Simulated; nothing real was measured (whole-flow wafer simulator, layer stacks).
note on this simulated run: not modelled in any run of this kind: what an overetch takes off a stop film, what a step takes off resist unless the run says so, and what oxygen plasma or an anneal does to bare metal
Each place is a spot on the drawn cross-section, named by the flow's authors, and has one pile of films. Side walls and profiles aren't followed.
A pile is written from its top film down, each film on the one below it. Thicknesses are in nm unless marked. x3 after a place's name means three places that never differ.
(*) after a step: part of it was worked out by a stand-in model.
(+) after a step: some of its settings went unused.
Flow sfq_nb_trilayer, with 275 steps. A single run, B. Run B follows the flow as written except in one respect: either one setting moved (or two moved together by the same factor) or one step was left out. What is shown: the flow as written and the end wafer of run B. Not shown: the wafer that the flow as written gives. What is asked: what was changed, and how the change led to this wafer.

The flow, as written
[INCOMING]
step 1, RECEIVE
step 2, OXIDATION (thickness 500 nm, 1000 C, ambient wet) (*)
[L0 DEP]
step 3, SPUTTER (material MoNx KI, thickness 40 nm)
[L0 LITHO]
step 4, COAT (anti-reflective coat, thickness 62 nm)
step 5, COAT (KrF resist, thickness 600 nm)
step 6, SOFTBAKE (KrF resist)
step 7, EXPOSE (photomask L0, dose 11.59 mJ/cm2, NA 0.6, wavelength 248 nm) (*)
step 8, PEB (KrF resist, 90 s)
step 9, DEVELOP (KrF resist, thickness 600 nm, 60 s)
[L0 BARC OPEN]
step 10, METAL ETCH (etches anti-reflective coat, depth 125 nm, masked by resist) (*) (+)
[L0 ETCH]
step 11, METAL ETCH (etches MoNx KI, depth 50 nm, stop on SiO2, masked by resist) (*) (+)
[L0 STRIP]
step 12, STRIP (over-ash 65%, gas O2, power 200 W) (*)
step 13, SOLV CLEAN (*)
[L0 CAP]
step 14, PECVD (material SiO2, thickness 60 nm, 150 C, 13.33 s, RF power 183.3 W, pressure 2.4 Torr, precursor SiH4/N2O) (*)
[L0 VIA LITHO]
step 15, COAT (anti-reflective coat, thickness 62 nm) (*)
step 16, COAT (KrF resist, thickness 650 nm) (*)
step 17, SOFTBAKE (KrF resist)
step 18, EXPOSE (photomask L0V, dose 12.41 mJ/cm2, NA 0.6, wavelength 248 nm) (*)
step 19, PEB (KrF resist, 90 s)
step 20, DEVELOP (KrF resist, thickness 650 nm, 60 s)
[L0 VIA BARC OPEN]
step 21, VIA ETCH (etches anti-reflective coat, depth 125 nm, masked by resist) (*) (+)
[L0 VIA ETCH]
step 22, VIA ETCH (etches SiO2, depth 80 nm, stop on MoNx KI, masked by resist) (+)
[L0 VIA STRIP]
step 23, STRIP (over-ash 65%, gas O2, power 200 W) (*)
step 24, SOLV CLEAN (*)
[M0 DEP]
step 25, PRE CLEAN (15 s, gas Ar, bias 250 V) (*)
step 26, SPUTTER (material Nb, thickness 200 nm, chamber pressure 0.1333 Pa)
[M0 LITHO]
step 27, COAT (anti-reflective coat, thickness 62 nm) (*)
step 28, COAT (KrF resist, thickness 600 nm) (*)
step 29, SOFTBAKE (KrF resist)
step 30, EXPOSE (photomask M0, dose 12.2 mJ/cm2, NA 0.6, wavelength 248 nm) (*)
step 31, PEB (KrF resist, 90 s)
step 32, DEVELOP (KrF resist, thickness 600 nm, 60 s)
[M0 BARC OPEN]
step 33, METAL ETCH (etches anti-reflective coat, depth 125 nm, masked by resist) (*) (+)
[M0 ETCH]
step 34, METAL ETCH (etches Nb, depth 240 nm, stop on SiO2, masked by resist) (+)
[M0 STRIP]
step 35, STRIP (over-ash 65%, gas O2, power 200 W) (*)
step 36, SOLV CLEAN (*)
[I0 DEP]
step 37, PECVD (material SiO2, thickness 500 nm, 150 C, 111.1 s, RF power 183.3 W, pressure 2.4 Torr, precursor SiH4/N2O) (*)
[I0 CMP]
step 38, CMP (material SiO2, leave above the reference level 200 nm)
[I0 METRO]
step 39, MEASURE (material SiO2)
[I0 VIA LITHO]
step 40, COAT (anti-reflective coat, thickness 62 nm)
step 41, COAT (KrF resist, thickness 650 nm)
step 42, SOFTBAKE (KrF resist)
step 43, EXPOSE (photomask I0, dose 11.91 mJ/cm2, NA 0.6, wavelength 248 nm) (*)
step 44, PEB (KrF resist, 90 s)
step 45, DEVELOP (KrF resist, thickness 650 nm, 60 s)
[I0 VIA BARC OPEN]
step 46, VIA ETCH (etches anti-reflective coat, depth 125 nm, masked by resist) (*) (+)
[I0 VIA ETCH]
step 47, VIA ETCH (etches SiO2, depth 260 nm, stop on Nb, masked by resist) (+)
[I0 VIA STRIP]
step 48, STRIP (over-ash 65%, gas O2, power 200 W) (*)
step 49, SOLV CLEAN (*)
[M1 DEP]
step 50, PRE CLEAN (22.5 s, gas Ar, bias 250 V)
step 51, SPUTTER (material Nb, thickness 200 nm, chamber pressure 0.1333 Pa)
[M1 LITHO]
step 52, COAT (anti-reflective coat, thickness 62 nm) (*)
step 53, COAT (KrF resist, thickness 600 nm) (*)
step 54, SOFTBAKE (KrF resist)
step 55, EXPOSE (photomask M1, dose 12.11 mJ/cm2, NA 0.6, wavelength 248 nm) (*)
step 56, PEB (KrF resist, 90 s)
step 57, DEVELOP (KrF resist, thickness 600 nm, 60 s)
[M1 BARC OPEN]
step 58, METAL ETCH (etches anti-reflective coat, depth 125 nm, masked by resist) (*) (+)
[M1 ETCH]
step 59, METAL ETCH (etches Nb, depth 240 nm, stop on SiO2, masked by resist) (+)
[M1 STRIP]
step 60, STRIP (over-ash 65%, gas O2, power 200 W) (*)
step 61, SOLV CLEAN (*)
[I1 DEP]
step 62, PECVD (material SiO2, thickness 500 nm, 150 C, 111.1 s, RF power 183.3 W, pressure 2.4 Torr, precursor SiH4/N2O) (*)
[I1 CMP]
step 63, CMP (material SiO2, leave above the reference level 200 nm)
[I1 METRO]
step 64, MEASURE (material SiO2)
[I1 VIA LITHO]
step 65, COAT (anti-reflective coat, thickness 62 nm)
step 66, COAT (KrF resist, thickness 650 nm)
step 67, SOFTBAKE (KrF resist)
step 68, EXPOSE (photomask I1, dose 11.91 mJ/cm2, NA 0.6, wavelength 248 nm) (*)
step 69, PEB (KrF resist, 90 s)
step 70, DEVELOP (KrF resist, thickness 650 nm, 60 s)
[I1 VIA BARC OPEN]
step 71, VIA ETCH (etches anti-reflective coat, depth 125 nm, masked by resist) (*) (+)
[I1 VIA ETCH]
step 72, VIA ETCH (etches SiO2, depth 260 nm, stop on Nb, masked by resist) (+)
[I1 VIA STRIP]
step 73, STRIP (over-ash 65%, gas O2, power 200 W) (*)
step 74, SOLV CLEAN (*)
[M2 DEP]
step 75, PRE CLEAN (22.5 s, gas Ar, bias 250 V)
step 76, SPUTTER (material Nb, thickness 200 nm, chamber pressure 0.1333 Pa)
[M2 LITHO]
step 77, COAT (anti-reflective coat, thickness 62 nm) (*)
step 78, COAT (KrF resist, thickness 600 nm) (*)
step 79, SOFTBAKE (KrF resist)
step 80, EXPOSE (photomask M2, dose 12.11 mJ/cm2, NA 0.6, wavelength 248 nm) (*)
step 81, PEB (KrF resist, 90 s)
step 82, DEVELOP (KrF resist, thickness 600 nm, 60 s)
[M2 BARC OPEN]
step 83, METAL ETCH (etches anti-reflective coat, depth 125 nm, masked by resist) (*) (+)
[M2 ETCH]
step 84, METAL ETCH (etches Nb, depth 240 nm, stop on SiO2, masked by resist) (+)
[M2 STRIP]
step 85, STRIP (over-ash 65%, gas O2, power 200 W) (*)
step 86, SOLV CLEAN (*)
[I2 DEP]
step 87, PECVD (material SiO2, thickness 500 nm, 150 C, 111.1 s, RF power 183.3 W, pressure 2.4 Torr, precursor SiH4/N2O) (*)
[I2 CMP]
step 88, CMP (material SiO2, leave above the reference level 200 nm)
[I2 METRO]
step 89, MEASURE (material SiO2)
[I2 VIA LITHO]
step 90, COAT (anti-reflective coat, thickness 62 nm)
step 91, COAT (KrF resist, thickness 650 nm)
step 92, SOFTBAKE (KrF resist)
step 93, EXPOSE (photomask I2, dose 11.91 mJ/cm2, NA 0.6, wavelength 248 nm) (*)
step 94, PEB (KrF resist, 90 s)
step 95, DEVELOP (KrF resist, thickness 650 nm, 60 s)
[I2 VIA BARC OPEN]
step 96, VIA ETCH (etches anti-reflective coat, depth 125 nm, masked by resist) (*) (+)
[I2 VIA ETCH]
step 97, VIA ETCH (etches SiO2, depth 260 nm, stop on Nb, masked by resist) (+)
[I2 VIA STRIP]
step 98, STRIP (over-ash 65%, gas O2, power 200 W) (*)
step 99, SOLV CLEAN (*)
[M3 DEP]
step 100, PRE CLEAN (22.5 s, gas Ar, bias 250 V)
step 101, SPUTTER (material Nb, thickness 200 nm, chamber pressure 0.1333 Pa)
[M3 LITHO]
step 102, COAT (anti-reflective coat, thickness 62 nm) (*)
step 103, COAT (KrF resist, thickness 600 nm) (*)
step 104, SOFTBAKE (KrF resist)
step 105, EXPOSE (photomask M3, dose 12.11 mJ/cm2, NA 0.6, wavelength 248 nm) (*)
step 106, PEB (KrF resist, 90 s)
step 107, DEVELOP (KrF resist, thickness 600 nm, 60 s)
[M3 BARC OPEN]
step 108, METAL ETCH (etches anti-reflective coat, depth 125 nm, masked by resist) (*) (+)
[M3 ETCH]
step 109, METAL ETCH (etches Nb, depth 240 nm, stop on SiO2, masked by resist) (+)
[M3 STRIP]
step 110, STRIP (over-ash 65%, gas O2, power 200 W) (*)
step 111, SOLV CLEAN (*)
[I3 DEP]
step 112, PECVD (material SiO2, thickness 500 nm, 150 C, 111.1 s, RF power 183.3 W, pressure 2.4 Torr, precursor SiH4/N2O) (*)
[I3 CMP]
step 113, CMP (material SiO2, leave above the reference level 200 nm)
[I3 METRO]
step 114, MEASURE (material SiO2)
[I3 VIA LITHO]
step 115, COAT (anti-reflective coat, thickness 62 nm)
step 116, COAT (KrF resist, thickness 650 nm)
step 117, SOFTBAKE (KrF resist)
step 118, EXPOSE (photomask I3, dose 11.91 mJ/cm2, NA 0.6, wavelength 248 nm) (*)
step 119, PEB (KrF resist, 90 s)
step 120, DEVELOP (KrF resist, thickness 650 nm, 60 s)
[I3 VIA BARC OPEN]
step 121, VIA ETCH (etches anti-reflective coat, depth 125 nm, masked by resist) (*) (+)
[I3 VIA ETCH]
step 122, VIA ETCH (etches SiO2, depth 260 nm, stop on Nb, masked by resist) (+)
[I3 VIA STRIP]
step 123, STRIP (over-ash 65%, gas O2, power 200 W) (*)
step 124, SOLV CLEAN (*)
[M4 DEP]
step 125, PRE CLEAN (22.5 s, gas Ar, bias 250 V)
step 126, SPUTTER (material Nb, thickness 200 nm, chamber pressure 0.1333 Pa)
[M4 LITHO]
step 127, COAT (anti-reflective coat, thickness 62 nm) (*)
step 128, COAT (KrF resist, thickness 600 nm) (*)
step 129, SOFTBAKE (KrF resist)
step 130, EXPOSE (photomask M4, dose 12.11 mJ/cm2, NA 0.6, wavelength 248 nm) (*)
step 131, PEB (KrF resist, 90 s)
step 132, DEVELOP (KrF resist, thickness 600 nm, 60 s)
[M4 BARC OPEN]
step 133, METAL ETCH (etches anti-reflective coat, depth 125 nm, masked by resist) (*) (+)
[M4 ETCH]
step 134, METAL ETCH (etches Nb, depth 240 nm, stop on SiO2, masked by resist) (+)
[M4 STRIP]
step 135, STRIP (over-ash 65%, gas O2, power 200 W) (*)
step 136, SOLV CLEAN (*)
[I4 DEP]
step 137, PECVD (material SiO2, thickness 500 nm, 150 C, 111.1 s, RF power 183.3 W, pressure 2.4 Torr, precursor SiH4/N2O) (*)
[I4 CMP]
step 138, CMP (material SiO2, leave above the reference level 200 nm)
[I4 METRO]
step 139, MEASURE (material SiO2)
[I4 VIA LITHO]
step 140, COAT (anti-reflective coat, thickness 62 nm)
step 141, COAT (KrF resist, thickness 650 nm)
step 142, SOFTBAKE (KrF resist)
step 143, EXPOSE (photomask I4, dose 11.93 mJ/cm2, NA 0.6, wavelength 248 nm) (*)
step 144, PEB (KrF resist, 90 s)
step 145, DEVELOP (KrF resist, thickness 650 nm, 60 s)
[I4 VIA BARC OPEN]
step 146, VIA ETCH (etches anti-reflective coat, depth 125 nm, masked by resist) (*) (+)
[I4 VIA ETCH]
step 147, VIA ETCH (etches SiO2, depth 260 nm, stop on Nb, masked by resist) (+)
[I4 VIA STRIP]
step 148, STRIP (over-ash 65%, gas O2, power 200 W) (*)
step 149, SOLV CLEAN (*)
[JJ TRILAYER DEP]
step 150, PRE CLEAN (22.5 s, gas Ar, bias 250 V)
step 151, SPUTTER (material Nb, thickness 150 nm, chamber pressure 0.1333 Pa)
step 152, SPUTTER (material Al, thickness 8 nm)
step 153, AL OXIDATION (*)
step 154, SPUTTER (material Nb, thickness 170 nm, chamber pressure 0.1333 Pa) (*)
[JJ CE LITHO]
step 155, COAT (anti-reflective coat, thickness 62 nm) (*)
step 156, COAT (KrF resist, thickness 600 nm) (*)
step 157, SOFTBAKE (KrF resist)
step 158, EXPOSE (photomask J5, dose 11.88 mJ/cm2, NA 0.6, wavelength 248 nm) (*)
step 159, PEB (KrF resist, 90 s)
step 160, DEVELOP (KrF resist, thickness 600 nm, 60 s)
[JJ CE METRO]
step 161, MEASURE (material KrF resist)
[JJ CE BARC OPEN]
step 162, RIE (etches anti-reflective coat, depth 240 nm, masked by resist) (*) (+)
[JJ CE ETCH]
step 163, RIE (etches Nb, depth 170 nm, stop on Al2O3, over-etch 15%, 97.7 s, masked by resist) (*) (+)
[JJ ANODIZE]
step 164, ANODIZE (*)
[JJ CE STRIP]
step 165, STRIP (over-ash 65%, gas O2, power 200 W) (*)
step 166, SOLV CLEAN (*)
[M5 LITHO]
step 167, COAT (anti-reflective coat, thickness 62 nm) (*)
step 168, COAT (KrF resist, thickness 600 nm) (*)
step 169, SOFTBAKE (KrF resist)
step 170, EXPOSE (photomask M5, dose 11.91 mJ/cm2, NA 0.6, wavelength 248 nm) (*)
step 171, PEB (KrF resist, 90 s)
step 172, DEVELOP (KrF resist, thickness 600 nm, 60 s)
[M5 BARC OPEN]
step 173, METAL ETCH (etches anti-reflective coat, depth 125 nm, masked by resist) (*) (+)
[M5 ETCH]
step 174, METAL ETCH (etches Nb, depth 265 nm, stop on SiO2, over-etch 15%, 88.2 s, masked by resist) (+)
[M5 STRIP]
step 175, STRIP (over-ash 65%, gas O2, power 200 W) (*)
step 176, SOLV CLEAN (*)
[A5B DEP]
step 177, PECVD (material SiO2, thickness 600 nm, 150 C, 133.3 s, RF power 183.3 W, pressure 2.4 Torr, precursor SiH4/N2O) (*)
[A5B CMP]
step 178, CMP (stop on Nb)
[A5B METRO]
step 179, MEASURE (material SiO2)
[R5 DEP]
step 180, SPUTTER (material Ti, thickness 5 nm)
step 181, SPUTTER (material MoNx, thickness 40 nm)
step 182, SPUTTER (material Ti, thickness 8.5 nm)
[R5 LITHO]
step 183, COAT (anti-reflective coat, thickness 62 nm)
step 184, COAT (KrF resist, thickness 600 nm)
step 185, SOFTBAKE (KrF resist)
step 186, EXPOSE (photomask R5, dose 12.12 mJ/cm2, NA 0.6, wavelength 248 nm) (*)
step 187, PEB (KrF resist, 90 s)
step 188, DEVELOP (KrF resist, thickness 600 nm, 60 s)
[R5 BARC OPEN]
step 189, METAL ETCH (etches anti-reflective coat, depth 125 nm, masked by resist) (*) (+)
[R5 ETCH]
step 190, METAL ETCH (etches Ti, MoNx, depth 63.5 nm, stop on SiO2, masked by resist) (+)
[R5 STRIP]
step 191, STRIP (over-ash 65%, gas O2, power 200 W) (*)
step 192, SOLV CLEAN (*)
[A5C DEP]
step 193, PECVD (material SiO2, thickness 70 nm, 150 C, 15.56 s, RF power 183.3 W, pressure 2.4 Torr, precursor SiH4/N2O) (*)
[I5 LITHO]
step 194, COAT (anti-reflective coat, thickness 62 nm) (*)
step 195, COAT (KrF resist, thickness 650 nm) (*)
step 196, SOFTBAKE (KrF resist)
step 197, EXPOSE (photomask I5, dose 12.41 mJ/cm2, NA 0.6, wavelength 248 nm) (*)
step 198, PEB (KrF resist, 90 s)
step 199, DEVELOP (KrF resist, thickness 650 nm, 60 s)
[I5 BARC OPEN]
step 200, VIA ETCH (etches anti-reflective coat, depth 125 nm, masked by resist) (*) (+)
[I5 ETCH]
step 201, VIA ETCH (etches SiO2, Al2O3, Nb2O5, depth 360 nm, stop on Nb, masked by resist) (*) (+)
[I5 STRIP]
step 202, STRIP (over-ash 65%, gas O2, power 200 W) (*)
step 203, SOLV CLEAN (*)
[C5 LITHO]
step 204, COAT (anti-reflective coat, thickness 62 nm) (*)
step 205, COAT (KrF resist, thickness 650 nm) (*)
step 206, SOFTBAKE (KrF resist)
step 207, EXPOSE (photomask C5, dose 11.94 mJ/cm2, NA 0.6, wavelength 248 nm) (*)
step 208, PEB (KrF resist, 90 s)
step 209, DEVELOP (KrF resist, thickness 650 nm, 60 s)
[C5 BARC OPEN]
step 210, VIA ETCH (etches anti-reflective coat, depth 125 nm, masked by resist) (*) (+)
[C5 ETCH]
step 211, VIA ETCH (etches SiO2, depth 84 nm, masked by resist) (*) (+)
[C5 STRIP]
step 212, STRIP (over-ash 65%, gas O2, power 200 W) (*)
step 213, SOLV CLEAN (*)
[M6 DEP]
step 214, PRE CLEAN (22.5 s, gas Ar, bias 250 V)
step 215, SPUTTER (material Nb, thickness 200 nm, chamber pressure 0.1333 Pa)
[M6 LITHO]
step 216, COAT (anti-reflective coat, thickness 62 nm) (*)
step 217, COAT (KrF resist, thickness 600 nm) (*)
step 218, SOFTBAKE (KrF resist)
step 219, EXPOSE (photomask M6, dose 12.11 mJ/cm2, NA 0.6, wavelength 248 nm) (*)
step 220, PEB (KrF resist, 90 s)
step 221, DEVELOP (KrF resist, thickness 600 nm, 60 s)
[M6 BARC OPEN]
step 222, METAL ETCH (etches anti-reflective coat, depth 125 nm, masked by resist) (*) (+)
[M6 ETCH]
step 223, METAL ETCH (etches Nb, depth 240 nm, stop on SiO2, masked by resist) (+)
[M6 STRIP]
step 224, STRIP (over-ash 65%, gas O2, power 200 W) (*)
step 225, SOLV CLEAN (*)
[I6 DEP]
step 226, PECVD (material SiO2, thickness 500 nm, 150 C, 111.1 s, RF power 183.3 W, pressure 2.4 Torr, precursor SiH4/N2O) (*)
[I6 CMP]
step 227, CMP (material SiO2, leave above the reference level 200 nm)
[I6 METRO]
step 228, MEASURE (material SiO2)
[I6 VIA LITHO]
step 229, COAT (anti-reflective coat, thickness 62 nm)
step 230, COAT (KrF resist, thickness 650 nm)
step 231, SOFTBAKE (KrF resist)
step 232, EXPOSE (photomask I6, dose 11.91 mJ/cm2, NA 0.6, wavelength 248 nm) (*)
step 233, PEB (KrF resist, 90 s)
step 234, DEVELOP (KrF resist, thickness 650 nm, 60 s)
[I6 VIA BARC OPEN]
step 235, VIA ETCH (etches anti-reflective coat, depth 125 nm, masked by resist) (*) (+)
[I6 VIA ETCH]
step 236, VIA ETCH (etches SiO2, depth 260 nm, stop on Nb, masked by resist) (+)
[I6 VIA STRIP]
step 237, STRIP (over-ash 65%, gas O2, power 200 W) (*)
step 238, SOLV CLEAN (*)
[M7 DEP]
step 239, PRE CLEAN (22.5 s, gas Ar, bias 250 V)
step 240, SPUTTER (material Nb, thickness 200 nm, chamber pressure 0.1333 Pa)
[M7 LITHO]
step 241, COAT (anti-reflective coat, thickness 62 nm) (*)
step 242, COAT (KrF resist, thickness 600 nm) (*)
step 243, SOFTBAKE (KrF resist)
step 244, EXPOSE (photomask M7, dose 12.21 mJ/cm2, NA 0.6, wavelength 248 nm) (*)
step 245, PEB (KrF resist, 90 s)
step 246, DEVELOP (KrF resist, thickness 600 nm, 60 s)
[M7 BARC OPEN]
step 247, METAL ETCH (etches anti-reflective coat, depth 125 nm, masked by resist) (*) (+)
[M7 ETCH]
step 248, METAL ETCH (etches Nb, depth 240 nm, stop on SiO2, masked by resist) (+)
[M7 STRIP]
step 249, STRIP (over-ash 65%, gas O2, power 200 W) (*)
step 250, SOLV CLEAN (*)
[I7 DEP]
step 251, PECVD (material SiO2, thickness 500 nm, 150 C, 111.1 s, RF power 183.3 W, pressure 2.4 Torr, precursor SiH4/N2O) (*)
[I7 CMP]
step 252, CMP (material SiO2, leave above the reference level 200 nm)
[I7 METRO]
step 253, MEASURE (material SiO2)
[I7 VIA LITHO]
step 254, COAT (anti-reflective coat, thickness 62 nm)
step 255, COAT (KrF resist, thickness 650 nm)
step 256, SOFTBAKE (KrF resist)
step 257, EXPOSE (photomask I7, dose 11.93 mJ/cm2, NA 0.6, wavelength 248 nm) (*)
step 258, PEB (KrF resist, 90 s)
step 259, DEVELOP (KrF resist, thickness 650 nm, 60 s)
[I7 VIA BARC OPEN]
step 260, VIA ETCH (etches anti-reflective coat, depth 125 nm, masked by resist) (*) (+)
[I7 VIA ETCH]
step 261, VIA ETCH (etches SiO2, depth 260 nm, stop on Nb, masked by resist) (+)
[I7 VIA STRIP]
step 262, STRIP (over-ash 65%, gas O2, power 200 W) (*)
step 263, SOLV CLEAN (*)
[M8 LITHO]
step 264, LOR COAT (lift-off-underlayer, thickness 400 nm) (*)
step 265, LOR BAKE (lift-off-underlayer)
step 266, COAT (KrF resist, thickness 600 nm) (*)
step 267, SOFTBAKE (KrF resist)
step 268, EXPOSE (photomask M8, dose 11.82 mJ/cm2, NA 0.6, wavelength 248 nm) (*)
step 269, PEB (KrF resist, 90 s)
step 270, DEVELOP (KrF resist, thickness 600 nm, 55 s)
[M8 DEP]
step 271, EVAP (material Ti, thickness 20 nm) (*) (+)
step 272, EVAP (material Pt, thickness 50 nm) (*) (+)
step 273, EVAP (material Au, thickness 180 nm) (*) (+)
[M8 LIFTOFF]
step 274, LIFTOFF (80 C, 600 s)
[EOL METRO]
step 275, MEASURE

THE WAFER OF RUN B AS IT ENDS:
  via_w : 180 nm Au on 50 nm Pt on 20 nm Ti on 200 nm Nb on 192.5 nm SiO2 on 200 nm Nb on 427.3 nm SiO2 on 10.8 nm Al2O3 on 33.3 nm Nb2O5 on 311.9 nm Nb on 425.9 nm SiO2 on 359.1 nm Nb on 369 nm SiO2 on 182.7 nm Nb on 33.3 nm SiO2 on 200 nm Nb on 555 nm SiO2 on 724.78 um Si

What caused this: step 47, VIA ETCH: depth 159 nm was run, though the flow has depth 260 nm.

How this came from the change, step by step:
  step 47, VIA ETCH (etches SiO2, depth 260 nm, stop on Nb, masked by resist) (+)
      via_w: SiO2 loses 159 (in the flow as written it would be: SiO2 loses 199.8 (all of it))
      field_l, v_sur, via_wl and 102 more: KrF resist loses 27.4 (in the flow as written it would be: KrF resist loses 44.8)
  step 48, STRIP (over-ash 65%, gas O2, power 200 W) (*)
      field_l, v_sur, via_wl and 102 more: KrF resist loses 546 (all of it), anti-reflective coat loses 62 (all of it) (in the flow as written it would be: KrF resist loses 528.6 (all of it), anti-reflective coat loses 62 (all of it))
  step 50, PRE CLEAN (22.5 s, gas Ar, bias 250 V)
      via_w: SiO2 loses 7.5 (in the flow as written it would be: Nb loses 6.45)
  step 51, SPUTTER (material Nb, thickness 200 nm, chamber pressure 0.1333 Pa)
      via_w: Nb gains 182.7 (new film) (in the flow as written it would be: Nb gains 174.5)
  step 52, COAT (anti-reflective coat, thickness 62 nm) (*)
      via_w: anti-reflective coat gains 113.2 (new film) (in the flow as written it would be: anti-reflective coat gains 123.1 (new film))
      via_wr: anti-reflective coat gains 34 (new film) (in the flow as written it would be: anti-reflective coat gains 34.9 (new film))
  step 53, COAT (KrF resist, thickness 600 nm) (*)
      via_w: KrF resist gains 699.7 (new film) (in the flow as written it would be: KrF resist gains 731.8 (new film))
  step 60, STRIP (over-ash 65%, gas O2, power 200 W) (*)
      via_w: KrF resist loses 481.9 (all of it), anti-reflective coat loses 113.2 (all of it) (in the flow as written it would be: KrF resist loses 513.8 (all of it), anti-reflective coat loses 123.1 (all of it))
      via_wr: KrF resist loses 389.9 (all of it), anti-reflective coat loses 34 (all of it) (in the flow as written it would be: KrF resist loses 384.4 (all of it), anti-reflective coat loses 34.9 (all of it))
  step 62, PECVD (material SiO2, thickness 500 nm, 150 C, 111.1 s, RF power 183.3 W, pressure 2.4 Torr, precursor SiH4/N2O) (*)
      via_w: SiO2 gains 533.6 (new film) (in the flow as written it would be: SiO2 gains 606 (new film))
  step 63, CMP (material SiO2, leave above the reference level 200 nm)
      via_w: SiO2 loses 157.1 (in the flow as written it would be: SiO2 loses 181.6)
If metal films that touch count as one body, via_w has 6 bodies (between them, from the top down: SiO2 192.5; SiO2 427.3 / Al2O3 10.8 / Nb2O5 33.3; SiO2 425.9; SiO2 369; SiO2 33.3); the flow as written gives 5 bodies (between them, from the top down: SiO2 192.5; SiO2 427.3 / Al2O3 10.8 / Nb2O5 33.3; SiO2 425.9; SiO2 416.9).
